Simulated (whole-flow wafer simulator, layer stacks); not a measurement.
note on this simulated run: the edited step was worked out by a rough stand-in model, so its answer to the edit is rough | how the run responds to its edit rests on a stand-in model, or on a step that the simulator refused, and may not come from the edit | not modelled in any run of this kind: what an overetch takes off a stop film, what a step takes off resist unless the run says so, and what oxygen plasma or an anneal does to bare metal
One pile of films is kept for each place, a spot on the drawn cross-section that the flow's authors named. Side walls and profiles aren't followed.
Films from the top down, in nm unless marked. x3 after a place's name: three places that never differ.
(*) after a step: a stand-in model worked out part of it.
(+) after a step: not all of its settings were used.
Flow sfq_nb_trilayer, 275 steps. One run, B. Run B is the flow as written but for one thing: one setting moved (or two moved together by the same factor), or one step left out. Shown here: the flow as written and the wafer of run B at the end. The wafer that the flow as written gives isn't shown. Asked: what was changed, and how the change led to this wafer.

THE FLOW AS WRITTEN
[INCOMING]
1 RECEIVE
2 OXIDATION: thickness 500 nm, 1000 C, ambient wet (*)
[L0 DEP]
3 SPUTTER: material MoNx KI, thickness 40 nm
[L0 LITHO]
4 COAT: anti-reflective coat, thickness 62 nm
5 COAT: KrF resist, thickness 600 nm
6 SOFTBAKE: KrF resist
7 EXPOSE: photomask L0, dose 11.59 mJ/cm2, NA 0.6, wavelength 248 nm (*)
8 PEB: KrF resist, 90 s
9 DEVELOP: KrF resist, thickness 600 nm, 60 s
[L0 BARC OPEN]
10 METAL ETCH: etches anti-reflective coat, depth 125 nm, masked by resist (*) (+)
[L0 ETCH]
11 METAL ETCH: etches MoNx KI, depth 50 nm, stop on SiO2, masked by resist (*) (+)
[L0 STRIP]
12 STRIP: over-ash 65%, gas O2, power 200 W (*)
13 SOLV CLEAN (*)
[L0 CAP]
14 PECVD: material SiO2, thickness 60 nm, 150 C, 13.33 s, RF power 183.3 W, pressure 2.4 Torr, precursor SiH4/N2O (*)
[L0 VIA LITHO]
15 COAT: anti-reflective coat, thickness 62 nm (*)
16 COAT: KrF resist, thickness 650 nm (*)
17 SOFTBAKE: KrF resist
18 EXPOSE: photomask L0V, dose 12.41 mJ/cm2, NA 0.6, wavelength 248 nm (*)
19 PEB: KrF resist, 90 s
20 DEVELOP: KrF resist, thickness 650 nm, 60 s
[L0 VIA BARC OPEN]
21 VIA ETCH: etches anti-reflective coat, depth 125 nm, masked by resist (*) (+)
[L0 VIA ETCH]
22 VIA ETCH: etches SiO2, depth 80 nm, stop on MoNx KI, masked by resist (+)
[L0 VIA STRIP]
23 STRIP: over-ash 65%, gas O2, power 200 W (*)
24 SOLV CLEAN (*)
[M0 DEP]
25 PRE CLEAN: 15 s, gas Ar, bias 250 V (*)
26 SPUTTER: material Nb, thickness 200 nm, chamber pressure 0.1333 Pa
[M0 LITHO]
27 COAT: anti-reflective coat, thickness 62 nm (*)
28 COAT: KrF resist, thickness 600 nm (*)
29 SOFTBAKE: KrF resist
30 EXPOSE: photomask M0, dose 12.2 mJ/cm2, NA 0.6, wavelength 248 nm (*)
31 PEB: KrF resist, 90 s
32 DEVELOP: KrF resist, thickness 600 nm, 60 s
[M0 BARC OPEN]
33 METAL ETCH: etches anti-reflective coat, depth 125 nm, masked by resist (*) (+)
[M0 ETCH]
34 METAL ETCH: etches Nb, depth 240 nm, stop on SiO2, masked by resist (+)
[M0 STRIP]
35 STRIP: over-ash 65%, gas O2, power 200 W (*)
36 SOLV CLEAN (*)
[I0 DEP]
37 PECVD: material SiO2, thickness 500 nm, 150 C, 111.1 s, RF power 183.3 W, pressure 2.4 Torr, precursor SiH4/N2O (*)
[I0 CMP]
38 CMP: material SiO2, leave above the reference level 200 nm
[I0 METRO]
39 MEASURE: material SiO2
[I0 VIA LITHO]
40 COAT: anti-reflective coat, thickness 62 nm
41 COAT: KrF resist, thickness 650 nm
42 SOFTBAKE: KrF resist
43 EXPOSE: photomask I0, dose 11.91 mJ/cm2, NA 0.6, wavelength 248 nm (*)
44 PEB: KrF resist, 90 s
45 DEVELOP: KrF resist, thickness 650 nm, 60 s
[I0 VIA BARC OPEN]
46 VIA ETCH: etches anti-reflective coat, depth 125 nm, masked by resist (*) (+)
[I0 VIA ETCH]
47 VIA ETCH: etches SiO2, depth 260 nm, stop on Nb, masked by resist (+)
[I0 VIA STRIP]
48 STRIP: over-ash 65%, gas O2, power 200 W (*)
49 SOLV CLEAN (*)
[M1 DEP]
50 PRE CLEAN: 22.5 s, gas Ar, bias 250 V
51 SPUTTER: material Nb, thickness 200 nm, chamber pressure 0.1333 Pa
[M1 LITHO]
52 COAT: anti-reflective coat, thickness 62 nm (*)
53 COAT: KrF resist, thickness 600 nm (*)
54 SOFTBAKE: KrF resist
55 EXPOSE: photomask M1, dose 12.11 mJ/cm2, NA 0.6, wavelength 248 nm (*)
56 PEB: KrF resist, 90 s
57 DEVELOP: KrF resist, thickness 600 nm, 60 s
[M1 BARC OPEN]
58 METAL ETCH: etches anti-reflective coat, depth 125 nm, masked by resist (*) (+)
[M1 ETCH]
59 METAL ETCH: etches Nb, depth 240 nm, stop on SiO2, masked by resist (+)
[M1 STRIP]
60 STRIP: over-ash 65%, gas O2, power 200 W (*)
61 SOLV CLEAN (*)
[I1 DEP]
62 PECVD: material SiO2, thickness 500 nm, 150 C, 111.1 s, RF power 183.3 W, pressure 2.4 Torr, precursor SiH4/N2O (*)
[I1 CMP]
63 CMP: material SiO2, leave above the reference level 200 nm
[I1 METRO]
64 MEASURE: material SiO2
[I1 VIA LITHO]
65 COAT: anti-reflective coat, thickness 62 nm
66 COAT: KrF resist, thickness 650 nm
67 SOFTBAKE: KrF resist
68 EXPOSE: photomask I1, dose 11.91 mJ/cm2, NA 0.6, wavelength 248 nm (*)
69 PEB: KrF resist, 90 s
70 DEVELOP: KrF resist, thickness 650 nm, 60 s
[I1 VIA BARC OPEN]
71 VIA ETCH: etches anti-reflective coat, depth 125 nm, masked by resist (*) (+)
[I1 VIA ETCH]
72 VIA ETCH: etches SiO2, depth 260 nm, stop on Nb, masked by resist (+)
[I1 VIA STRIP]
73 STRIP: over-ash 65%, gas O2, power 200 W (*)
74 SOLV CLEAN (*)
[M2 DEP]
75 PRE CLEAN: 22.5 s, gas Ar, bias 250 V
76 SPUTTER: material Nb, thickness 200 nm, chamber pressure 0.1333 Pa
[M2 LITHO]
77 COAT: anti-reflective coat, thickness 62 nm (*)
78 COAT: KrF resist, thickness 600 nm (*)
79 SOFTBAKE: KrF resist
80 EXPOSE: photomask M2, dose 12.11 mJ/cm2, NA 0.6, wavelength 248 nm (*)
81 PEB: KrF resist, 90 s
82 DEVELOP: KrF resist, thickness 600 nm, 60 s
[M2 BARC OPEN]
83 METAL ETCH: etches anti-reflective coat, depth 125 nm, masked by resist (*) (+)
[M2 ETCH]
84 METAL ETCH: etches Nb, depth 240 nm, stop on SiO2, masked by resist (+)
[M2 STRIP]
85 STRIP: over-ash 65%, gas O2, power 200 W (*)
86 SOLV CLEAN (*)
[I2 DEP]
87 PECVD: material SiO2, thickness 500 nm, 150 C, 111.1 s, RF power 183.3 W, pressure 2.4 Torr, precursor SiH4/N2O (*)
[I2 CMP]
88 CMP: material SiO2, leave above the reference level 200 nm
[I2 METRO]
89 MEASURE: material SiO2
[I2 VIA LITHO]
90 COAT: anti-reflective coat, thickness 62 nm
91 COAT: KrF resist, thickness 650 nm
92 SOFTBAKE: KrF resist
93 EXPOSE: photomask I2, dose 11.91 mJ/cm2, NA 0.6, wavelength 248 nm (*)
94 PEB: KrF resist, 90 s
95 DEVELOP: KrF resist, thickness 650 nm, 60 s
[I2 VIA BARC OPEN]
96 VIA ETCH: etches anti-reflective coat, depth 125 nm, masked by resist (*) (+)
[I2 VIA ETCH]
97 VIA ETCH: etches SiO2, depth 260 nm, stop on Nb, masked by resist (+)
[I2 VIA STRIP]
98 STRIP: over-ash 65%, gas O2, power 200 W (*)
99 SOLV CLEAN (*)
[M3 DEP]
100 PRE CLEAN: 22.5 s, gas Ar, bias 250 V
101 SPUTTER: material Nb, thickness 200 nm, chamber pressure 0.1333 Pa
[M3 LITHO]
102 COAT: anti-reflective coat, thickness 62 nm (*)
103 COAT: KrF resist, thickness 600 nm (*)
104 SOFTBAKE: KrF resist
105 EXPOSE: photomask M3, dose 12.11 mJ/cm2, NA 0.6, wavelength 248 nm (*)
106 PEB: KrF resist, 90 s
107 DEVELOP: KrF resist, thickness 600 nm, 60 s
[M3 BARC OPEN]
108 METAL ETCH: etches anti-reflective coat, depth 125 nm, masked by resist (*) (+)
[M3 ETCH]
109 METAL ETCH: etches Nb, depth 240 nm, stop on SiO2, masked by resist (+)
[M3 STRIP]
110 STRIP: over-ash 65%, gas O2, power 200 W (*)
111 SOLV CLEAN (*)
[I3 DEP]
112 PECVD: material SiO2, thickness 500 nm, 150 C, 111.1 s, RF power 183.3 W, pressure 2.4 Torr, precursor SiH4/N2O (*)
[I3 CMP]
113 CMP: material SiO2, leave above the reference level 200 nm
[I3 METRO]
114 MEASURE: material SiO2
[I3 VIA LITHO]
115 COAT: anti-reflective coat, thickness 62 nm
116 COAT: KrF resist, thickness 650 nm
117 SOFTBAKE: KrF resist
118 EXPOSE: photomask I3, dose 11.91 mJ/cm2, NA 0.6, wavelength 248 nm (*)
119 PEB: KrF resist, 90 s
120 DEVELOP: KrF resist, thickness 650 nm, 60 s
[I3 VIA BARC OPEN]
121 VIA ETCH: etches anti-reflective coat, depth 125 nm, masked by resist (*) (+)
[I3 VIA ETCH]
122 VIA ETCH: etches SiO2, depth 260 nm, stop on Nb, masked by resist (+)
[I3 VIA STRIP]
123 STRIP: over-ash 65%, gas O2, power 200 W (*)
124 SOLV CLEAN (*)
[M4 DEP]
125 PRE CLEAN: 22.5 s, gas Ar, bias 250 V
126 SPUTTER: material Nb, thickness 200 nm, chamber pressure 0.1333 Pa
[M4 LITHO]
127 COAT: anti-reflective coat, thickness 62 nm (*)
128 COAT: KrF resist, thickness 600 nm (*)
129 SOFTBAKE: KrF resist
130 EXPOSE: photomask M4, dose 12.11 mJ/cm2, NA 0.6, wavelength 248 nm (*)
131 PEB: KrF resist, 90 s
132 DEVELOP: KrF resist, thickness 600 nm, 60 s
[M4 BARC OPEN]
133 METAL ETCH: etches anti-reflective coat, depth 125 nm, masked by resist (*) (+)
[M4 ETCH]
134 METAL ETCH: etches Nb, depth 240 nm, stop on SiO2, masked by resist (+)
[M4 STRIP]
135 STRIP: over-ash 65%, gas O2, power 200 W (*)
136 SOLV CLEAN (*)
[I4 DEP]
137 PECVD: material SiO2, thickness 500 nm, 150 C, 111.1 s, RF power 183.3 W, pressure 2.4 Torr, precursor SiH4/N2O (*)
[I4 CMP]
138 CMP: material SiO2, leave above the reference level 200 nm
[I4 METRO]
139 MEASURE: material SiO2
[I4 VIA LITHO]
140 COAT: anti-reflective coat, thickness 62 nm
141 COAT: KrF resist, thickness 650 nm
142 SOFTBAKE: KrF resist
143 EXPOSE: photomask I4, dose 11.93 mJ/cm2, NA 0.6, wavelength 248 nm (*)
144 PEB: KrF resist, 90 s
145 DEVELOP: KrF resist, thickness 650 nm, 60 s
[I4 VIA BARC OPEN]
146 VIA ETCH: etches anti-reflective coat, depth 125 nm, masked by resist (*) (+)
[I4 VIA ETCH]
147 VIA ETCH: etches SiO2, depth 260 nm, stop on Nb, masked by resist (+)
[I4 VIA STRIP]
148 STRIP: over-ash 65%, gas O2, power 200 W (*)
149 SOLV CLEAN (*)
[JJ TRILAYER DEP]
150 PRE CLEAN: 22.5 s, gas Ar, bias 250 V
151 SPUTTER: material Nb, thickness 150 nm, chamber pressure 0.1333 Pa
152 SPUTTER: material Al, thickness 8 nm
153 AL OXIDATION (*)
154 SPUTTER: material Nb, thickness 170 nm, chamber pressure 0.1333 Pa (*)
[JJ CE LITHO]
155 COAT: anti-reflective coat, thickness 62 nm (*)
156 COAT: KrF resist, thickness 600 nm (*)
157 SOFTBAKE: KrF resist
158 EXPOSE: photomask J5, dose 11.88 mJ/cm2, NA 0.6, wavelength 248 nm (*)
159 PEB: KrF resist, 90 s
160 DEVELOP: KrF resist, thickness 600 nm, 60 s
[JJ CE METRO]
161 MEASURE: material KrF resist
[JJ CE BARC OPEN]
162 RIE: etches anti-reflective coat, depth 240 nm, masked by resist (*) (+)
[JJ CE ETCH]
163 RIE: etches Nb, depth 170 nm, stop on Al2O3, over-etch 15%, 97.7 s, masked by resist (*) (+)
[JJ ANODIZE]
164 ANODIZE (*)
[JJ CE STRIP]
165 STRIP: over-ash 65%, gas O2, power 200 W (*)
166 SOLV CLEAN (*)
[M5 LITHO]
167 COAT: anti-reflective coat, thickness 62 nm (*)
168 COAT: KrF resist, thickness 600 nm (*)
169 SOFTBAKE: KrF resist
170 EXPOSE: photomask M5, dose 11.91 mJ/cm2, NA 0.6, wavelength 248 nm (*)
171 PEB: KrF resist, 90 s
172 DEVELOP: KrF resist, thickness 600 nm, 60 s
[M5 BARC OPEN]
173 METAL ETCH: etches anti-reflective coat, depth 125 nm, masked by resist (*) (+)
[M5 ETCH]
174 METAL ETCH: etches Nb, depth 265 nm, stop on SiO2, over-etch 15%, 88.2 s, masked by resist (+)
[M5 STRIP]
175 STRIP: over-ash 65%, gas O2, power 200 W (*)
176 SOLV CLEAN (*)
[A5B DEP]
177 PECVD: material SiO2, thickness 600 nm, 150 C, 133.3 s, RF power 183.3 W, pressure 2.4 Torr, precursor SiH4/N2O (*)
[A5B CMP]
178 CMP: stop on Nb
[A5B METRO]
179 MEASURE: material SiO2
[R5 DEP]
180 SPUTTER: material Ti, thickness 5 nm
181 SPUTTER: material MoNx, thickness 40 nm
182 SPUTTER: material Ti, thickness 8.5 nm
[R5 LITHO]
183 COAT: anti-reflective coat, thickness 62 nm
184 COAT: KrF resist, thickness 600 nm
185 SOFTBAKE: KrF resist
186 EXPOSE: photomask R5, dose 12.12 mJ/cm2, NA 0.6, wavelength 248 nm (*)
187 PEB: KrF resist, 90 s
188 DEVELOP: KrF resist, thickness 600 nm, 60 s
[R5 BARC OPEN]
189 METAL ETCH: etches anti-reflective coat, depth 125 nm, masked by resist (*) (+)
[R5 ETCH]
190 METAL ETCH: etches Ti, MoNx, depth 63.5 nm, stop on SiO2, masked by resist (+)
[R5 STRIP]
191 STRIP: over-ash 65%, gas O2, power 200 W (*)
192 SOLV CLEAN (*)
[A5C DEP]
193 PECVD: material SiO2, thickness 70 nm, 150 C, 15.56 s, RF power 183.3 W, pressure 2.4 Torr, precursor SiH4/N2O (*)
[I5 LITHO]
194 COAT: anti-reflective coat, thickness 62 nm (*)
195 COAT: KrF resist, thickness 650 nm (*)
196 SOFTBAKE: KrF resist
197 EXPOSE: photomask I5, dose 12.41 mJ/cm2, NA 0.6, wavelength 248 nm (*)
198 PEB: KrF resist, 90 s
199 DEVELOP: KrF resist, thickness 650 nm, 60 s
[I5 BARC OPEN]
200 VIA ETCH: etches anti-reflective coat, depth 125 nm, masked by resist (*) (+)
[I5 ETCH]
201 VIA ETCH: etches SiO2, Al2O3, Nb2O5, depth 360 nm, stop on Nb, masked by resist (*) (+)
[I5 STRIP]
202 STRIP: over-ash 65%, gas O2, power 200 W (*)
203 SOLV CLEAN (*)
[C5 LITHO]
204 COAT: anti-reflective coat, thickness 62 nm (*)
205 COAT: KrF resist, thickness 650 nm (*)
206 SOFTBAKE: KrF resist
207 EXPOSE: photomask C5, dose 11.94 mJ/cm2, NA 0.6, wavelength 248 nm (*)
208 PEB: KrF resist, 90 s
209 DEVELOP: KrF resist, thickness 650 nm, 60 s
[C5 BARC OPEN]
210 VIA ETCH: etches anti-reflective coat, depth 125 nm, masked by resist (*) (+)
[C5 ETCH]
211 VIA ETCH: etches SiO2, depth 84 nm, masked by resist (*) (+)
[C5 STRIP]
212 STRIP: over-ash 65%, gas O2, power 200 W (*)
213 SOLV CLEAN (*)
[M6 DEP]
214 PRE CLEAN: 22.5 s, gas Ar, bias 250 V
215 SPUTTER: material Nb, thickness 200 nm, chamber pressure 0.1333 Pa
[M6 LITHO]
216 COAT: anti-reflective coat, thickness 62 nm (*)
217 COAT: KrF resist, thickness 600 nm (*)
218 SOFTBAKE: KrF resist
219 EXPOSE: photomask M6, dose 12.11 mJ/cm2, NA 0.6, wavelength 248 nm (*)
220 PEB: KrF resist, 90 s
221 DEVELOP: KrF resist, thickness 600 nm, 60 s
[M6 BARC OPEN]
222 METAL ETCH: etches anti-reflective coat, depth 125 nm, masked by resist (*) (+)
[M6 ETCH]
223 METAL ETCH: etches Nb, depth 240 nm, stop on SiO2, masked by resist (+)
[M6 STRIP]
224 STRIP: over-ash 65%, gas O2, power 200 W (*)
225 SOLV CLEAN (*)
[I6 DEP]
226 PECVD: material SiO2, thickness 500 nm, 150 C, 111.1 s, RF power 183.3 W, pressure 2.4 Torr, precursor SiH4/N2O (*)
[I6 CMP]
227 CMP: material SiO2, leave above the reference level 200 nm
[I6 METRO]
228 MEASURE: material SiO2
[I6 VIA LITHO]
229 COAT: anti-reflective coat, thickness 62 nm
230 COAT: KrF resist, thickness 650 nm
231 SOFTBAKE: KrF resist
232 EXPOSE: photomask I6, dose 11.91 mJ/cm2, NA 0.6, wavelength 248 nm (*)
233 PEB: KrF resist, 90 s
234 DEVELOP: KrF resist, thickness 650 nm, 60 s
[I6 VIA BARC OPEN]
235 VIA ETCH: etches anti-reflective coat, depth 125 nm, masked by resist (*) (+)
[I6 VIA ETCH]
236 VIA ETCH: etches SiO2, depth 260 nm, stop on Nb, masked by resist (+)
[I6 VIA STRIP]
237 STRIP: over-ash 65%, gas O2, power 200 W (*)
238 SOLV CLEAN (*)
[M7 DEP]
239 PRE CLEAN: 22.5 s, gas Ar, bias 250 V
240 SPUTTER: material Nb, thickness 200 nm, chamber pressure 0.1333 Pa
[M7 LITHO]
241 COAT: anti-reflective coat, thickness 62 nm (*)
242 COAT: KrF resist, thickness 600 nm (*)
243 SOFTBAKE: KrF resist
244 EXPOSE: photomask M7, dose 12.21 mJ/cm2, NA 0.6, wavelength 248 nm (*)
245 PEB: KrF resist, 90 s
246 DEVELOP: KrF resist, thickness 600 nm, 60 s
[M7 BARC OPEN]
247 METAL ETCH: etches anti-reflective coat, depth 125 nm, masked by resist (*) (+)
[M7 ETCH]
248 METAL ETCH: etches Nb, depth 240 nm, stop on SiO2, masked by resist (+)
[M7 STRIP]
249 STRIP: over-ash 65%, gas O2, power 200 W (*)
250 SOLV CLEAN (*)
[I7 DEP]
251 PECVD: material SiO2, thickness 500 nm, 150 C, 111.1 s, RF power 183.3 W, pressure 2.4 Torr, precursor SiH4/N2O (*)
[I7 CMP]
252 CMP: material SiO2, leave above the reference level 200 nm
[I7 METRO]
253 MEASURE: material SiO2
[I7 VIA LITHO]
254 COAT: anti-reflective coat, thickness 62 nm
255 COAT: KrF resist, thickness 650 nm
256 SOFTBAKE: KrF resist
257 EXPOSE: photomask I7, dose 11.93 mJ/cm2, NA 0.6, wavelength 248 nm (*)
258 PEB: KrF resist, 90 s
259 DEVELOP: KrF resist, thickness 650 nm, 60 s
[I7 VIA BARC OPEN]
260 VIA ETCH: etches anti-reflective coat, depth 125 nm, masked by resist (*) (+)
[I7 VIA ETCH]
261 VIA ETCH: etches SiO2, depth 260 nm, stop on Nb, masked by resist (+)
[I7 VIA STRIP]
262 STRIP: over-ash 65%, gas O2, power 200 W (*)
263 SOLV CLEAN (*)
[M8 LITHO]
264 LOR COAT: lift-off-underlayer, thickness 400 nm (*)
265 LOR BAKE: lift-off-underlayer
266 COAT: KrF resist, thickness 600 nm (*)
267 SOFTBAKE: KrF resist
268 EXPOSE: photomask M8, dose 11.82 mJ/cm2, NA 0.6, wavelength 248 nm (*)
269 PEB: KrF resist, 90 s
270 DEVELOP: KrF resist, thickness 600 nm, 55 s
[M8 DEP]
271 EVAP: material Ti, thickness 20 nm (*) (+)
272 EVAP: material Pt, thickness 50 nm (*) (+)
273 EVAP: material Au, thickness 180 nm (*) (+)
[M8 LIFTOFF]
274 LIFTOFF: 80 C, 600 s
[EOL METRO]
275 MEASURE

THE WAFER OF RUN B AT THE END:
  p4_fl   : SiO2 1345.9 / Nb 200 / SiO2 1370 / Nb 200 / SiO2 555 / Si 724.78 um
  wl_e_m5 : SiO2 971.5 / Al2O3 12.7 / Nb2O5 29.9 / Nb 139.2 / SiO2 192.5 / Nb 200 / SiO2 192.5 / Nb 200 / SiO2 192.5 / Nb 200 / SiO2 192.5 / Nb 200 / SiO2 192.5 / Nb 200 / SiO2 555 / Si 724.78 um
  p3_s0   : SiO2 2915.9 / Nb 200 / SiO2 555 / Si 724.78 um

The cause: step 226, PECVD: thickness 270 nm was run, where the flow has thickness 500 nm; step 226, PECVD: 60 s was run, where the flow has 111.1 s.

How the change led to this, step by step:
  226 PECVD: material SiO2, thickness 500 nm, 150 C, 111.1 s, RF power 183.3 W, pressure 2.4 Torr, precursor SiH4/N2O (*)
      field_l, p4_fl, p4_fm and 62 more: SiO2 +270 (as written it would be: SiO2 +500)
      v_sur, via_wl, via_w and 21 more: SiO2 +270 (new film) (as written it would be: SiO2 +500 (new film))
      (and at 17 more places)
  227 CMP: material SiO2, leave above the reference level 200 nm
      field_l, p4_fl, p4_fm and 59 more: nothing (as written it would be: SiO2 -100)
      moat, field_r, lsp_l, ln_m5, lsp_m: nothing (as written it would be: SiO2 -93.6)
      (and at 39 more places)
  229 COAT: anti-reflective coat, thickness 62 nm
      l0v, wl_d_m1, wl_d_sr, wl_e_m5: anti-reflective coat +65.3 (new film) (as written it would be: anti-reflective coat +62 (new film))
      p3_s1, p3_l2, p3_s5, p3_l6: anti-reflective coat +63.7 (new film) (as written it would be: anti-reflective coat +62 (new film))
      (and at 86 more places)
  230 COAT: KrF resist, thickness 650 nm
      lsp_r, m0r_space_r, m7r_space_r: KrF resist +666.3 (new film) (as written it would be: KrF resist +650 (new film))
      field_l, moat: KrF resist +677.2 (new film) (as written it would be: KrF resist +650 (new film))
      (and at 68 more places)
  234 DEVELOP: KrF resist, thickness 650 nm, 60 s
      via_v: KrF resist -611 (all of it) (as written it would be: KrF resist -648.6 (all of it))
  235 VIA ETCH: etches anti-reflective coat, depth 125 nm, masked by resist (*) (+)
      field_l, v_sur, via_wl and 102 more: KrF resist -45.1 (as written it would be: KrF resist -51.7)
      via_v: anti-reflective coat -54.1 (all of it), SiO2 -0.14 (as written it would be: anti-reflective coat -62 (all of it), SiO2 -0.16)
  237 STRIP: over-ash 65%, gas O2, power 200 W (*)
      p3_s3, p3_s4: KrF resist -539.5 (all of it), anti-reflective coat -63.5 (all of it) (as written it would be: KrF resist -528.6 (all of it), anti-reflective coat -62 (all of it))
      m0r_line_l, m7r_line_l: KrF resist -561.1 (all of it), anti-reflective coat -62.8 (all of it) (as written it would be: KrF resist -528.6 (all of it), anti-reflective coat -62 (all of it))
      (and at 95 more places)
  240 SPUTTER: material Nb, thickness 200 nm, chamber pressure 0.1333 Pa
      lsp_r, l0_sur, l0v: Nb +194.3 (new film) (as written it would be: Nb +200 (new film))
      moat, lsp_m: Nb +186.4 (new film) (as written it would be: Nb +200 (new film))
      (and at 2 more places)
  241 COAT: anti-reflective coat, thickness 62 nm (*)
      p3_l3, p3_s3, p3_l4 and 6 more: anti-reflective coat +63.4 (new film) (as written it would be: anti-reflective coat +62 (new film))
      wl_b_sl, wl_d_m1, wl_d_sr, wl_e_m5: anti-reflective coat +65 (new film) (as written it would be: anti-reflective coat +62 (new film))
      (and at 85 more places)
  242 COAT: KrF resist, thickness 600 nm (*)
      m0r_line_l, m0r_line_r, m7r_line_l, m7r_line_r: KrF resist +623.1 (new film) (as written it would be: KrF resist +600 (new film))
      m0r_space_l, m0r_space_r, m7r_space_l, m7r_space_r: KrF resist +616.8 (new film) (as written it would be: KrF resist +600 (new film))
      (and at 68 more places)
  246 DEVELOP: KrF resist, thickness 600 nm, 60 s
      m0r_space_l, m0r_space_r, m7r_space_l, m7r_space_r: KrF resist -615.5 (all of it) (as written it would be: KrF resist -598.7 (all of it))
      wl_c_sr, wl_d_sl: KrF resist -613 (all of it) (as written it would be: KrF resist -598.7 (all of it))
      (and at 30 more places)
  247 METAL ETCH: etches anti-reflective coat, depth 125 nm, masked by resist (*) (+)
      m5r_linepad_l, m5r_linepad_r: anti-reflective coat -125 (as written it would be: anti-reflective coat -62 (all of it))
      v_sur, via_wl, via_w and 38 more: KrF resist -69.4 (as written it would be: KrF resist -51.7)
      (and at 56 more places)
  248 METAL ETCH: etches Nb, depth 240 nm, stop on SiO2, masked by resist (+)
      m5r_linepad_l, m5r_linepad_r: anti-reflective coat -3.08 (all of it), Nb -200 (all of it) (as written it would be: Nb -200 (all of it))
      l0_sur, l0v: Nb -194.3 (all of it) (as written it would be: Nb -200 (all of it))
  249 STRIP: over-ash 65%, gas O2, power 200 W (*)
      m7r_line_l, m7r_line_r: KrF resist -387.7 (all of it), anti-reflective coat -63.4 (all of it) (as written it would be: KrF resist -382.4 (all of it), anti-reflective coat -62 (all of it))
      v_sur: KrF resist -314.6 (all of it), anti-reflective coat -43.5 (all of it) (as written it would be: KrF resist -379.9 (all of it), anti-reflective coat -61.4 (all of it))
      (and at 37 more places)
  251 PECVD: material SiO2, thickness 500 nm, 150 C, 111.1 s, RF power 183.3 W, pressure 2.4 Torr, precursor SiH4/N2O (*)
      be: SiO2 +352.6 (new film) (as written it would be: SiO2 +500 (new film))
      gap: SiO2 +533.7 (new film) (as written it would be: SiO2 +500 (new film))
  252 CMP: material SiO2, leave above the reference level 200 nm
      field_l, p4_fl, p4_fm and 48 more: nothing (as written it would be: SiO2 -100)
      field_r, lsp_l: nothing (as written it would be: SiO2 -77.7)
      (and at 28 more places)
  ... 6 more steps ...
  274 LIFTOFF: 80 C, 600 s
      m5r_linepad_l, m5r_linepad_r: Au -180 (all of it), Pt -50 (all of it), Ti -20 (all of it), KrF resist -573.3 (all of it), lift-off-underlayer -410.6 (all of it) (as written it would be: Au -180 (all of it), Pt -50 (all of it), Ti -20 (all of it), KrF resist -576.2 (all of it), lift-off-underlayer -400 (all of it))
      m6r_line_l, m6r_line_r: Au -180 (all of it), Pt -50 (all of it), Ti -20 (all of it), KrF resist -575.2 (all of it), lift-off-underlayer -390.5 (all of it) (as written it would be: Au -180 (all of it), Pt -50 (all of it), Ti -20 (all of it), KrF resist -576.2 (all of it), lift-off-underlayer -400 (all of it))
      (and at 20 more places)
